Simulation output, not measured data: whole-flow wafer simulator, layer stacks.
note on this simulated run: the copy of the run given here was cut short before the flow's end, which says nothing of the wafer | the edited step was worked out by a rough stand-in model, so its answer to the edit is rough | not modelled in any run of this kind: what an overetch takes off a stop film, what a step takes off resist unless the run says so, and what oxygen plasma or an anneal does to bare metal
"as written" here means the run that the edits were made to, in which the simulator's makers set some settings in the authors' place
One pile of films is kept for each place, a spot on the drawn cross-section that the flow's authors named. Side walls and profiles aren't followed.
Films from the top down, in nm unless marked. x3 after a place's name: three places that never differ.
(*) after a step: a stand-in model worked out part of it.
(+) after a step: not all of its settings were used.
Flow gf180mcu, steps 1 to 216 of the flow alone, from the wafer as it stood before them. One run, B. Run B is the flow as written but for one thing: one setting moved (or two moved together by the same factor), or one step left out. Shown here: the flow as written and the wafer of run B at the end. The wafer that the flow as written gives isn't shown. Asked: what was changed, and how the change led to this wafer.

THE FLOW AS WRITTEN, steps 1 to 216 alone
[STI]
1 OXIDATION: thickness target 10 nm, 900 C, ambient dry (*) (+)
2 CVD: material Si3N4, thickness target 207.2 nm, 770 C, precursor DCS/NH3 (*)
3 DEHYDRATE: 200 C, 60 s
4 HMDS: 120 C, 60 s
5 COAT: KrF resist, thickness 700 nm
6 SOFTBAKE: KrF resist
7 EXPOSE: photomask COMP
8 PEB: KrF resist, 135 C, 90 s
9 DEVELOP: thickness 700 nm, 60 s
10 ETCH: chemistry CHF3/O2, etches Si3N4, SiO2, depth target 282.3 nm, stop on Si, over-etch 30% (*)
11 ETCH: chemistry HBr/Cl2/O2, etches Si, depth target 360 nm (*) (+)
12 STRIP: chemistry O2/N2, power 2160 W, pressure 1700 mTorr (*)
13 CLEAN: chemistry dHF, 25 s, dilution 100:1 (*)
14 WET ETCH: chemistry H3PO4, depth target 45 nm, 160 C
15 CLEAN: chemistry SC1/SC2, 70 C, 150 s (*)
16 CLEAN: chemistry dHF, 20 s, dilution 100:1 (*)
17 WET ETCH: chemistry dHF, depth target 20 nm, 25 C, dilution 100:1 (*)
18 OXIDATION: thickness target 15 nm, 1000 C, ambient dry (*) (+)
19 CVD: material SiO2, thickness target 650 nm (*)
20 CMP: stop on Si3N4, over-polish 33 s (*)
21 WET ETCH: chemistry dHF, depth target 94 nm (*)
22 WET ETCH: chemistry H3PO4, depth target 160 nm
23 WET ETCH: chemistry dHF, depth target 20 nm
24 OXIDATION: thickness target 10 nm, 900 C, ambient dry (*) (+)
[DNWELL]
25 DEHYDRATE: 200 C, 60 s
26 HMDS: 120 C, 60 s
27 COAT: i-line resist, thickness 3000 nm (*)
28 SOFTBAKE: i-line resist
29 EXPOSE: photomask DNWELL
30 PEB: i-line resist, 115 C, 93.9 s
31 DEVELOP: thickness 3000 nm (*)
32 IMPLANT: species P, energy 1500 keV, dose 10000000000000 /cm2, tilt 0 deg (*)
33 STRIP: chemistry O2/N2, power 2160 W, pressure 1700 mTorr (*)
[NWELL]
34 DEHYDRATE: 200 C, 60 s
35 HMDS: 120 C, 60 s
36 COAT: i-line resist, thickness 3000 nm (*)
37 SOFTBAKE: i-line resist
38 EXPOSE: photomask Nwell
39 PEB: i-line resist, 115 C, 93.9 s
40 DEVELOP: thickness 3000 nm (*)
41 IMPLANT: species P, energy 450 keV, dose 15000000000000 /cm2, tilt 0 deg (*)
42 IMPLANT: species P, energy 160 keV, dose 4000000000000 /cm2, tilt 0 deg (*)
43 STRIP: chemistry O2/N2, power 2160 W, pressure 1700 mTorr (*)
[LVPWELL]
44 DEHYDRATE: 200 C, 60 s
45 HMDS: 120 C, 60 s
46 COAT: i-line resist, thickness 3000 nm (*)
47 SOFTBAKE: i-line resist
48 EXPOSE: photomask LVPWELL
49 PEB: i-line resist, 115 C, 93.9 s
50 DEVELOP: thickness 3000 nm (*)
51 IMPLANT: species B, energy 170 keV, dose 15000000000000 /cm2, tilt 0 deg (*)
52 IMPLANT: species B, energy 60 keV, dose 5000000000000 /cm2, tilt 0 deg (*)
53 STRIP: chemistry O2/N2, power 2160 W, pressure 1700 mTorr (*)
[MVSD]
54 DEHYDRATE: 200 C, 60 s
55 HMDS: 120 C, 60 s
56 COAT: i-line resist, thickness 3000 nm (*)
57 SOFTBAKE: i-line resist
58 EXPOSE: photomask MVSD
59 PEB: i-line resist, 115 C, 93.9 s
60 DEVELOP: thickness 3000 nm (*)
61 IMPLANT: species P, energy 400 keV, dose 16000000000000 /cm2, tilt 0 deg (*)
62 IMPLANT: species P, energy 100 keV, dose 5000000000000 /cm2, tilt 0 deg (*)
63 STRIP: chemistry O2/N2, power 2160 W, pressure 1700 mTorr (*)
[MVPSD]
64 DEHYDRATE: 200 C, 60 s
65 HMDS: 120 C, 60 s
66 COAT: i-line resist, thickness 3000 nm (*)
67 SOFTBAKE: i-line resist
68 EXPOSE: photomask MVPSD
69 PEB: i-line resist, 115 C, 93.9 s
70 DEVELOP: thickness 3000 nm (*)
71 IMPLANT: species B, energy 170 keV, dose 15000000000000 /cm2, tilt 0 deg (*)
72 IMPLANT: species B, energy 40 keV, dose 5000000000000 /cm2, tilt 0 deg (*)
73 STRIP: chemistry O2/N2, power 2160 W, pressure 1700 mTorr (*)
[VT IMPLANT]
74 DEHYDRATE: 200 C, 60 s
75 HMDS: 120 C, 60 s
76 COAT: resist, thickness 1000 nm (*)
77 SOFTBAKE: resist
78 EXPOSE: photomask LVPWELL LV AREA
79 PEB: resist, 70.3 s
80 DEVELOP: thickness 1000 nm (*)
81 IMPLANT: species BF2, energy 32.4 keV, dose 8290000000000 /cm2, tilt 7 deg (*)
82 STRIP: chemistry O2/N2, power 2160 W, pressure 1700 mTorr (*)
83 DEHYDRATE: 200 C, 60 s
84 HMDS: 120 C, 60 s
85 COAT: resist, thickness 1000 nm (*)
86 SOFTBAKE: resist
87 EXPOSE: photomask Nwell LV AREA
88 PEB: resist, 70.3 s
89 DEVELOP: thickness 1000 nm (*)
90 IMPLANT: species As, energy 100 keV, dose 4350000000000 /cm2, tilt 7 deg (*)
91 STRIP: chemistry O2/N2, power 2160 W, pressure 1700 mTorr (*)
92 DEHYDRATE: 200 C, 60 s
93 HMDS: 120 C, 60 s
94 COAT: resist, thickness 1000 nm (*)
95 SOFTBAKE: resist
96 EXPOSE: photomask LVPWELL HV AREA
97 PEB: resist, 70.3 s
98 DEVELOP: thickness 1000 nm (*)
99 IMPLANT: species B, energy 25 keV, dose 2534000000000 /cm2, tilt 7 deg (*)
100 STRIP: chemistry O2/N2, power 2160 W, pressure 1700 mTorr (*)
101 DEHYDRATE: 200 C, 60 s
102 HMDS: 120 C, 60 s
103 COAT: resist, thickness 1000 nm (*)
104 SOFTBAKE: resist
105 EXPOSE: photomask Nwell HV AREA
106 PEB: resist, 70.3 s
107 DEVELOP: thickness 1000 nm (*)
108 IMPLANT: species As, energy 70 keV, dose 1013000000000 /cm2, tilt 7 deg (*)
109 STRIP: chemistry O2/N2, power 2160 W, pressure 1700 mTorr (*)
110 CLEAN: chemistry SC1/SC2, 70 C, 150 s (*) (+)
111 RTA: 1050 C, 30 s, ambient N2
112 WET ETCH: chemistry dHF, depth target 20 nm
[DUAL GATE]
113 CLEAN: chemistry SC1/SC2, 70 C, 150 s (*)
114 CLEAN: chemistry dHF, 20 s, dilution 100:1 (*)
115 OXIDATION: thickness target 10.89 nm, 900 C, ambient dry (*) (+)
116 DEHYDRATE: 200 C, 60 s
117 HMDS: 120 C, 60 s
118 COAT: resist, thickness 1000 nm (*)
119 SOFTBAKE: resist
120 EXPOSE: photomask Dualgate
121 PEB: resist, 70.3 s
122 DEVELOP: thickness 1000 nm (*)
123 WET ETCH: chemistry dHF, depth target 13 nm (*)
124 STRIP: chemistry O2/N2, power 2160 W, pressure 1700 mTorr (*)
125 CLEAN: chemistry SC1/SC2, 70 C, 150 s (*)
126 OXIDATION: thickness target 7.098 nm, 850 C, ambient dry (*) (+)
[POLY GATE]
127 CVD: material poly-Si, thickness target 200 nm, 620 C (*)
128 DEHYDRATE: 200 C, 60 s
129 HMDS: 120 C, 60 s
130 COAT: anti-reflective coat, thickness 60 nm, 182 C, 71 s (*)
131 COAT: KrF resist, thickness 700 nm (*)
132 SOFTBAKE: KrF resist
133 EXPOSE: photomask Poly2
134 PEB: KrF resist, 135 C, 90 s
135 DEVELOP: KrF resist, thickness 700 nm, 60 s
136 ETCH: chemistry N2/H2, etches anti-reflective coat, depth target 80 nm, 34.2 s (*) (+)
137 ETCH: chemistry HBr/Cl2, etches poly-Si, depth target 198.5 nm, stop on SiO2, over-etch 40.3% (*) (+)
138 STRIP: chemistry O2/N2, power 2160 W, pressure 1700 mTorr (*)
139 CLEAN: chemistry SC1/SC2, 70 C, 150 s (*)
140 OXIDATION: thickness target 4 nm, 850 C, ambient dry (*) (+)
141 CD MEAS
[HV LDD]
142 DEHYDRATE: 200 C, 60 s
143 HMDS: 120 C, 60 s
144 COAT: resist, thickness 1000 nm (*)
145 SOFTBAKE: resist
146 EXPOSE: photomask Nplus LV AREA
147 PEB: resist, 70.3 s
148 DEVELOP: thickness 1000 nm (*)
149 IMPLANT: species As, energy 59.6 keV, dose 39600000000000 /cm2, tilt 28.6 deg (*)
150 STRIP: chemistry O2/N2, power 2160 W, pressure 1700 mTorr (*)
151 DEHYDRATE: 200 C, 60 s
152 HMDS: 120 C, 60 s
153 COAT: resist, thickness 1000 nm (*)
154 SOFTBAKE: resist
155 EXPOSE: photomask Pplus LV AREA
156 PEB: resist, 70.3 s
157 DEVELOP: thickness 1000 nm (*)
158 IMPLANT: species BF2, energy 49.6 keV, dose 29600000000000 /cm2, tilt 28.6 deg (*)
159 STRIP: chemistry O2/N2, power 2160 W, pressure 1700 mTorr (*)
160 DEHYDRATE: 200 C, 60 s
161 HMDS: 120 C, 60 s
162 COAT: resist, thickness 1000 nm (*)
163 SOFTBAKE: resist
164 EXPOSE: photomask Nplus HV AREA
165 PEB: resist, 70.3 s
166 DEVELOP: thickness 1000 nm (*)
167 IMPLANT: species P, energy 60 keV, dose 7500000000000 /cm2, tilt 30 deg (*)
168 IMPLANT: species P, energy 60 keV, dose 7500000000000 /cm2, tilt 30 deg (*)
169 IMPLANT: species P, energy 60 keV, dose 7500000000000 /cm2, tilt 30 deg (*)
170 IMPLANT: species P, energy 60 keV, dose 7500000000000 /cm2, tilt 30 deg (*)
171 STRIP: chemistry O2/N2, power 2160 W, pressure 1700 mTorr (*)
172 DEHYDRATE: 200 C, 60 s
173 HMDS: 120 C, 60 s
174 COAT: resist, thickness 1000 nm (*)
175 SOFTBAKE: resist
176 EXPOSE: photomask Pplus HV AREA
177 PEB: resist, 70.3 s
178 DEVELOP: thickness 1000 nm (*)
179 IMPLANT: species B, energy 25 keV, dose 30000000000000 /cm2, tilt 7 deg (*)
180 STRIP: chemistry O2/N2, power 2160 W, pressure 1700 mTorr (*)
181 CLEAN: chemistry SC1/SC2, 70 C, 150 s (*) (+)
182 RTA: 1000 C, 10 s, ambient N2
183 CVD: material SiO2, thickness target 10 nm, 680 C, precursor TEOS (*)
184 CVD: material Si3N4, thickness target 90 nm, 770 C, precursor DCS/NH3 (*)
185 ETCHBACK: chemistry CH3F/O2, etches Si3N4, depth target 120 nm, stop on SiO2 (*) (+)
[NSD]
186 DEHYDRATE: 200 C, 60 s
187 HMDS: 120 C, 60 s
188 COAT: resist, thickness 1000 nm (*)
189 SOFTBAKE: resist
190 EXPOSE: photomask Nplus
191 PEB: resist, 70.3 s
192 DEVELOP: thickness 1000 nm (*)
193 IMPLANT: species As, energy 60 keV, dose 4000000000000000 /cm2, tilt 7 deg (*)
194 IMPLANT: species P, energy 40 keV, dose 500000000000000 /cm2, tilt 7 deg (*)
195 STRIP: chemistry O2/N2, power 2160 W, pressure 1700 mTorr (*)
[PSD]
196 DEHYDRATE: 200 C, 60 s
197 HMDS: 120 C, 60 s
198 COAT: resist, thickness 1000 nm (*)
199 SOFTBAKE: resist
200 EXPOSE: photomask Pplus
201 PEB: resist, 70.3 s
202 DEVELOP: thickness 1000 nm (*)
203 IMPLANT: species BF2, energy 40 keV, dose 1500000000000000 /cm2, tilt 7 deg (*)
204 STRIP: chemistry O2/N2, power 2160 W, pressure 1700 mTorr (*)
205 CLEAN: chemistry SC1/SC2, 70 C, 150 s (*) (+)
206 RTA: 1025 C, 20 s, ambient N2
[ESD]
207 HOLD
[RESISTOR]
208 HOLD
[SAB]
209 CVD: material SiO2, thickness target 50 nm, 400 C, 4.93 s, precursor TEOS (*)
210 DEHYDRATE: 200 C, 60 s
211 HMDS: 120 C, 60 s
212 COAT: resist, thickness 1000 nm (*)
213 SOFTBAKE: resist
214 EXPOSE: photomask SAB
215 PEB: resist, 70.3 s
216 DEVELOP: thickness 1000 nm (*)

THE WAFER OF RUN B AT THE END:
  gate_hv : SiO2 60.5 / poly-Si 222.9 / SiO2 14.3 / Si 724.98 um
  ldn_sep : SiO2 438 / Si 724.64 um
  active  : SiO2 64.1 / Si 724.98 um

The cause: step 127, CVD: thickness target 225 nm was run, where the flow has thickness target 200 nm.

How the change led to this, step by step:
  127 CVD: material poly-Si, thickness target 200 nm, 620 C (*)
      field, field__w1, field__w2 and 89 more: poly-Si +225 (new film) (as written it would be: poly-Si +200 (new film))
  137 ETCH: chemistry HBr/Cl2, etches poly-Si, depth target 198.5 nm, stop on SiO2, over-etch 40.3% (*) (+)
      field__w3, field__w12, field_sub and 14 more: poly-Si -224 (all of it), SiO2 -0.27 (as written it would be: poly-Si -199 (all of it), SiO2 -0.4)
      field__w6, sti, m1 and 11 more: poly-Si -223.8 (all of it), SiO2 -0.27 (as written it would be: poly-Si -198.8 (all of it), SiO2 -0.4)
      (and at 33 more places)
  144 COAT: resist, thickness 1000 nm (*)
      polyc_n, polyc_p: resist +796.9 (new film) (as written it would be: resist +817.8 (new film))
      gate: resist +816.6 (new film) (as written it would be: resist +837.3 (new film))
      (and at 18 more places)
  145 SOFTBAKE: resist
      field__w1: resist +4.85 (as written it would be: resist +4.19)
      field__w6: resist +7 (as written it would be: resist +6.03)
      (and at 48 more places)
  148 DEVELOP: thickness 1000 nm (*)
      gate: resist -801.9 (all of it) (as written it would be: resist -822.7 (all of it))
      npoly_u: resist -801.4 (all of it) (as written it would be: resist -821.5 (all of it))
      (and at 3 more places)
  150 STRIP: chemistry O2/N2, power 2160 W, pressure 1700 mTorr (*)
      gate_hv: resist -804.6 (all of it) (as written it would be: resist -824.2 (all of it))
      gate_p: resist -808.4 (all of it) (as written it would be: resist -828.7 (all of it))
      (and at 16 more places)
  153 COAT: resist, thickness 1000 nm (*)
      polyc_n, polyc_p: resist +796.9 (new film) (as written it would be: resist +817.8 (new film))
      gate: resist +816.6 (new film) (as written it would be: resist +837.3 (new film))
      (and at 18 more places)
  154 SOFTBAKE: resist
      field__w1: resist +4.85 (as written it would be: resist +4.19)
      field__w6: resist +7 (as written it would be: resist +6.03)
      (and at 48 more places)
  157 DEVELOP: thickness 1000 nm (*)
      gate_p: resist -808.4 (all of it) (as written it would be: resist -828.7 (all of it))
      ppoly_u: resist -807.6 (all of it) (as written it would be: resist -827 (all of it))
      (and at 3 more places)
  159 STRIP: chemistry O2/N2, power 2160 W, pressure 1700 mTorr (*)
      gate: resist -801.9 (all of it) (as written it would be: resist -822.7 (all of it))
      gate_hv: resist -804.6 (all of it) (as written it would be: resist -824.2 (all of it))
      (and at 16 more places)
  162 COAT: resist, thickness 1000 nm (*)
      polyc_n, polyc_p: resist +796.9 (new film) (as written it would be: resist +817.8 (new film))
      gate: resist +816.6 (new film) (as written it would be: resist +837.3 (new film))
      (and at 18 more places)
  163 SOFTBAKE: resist
      field__w1: resist +4.85 (as written it would be: resist +4.19)
      field__w6: resist +7 (as written it would be: resist +6.03)
      (and at 48 more places)
  166 DEVELOP: thickness 1000 nm (*)
      gate_hv: resist -804.6 (all of it) (as written it would be: resist -824.2 (all of it))
      ld_acc_n: resist -830.5 (all of it) (as written it would be: resist -847.5 (all of it))
      (and at 5 more places)
  171 STRIP: chemistry O2/N2, power 2160 W, pressure 1700 mTorr (*)
      gate: resist -801.9 (all of it) (as written it would be: resist -822.7 (all of it))
      gate_p: resist -808.4 (all of it) (as written it would be: resist -828.7 (all of it))
      (and at 14 more places)
  174 COAT: resist, thickness 1000 nm (*)
      polyc_n, polyc_p: resist +796.9 (new film) (as written it would be: resist +817.8 (new film))
      gate: resist +816.6 (new film) (as written it would be: resist +837.3 (new film))
      (and at 18 more places)
  175 SOFTBAKE: resist
      field__w1: resist +4.85 (as written it would be: resist +4.19)
      field__w6: resist +7 (as written it would be: resist +6.03)
      (and at 48 more places)
  ... 13 more steps ...
  216 DEVELOP: thickness 1000 nm (*)
      gate: resist -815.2 (all of it) (as written it would be: resist -834.3 (all of it))
      gate_hv: resist -818.2 (all of it) (as written it would be: resist -836.1 (all of it))
      (and at 16 more places)
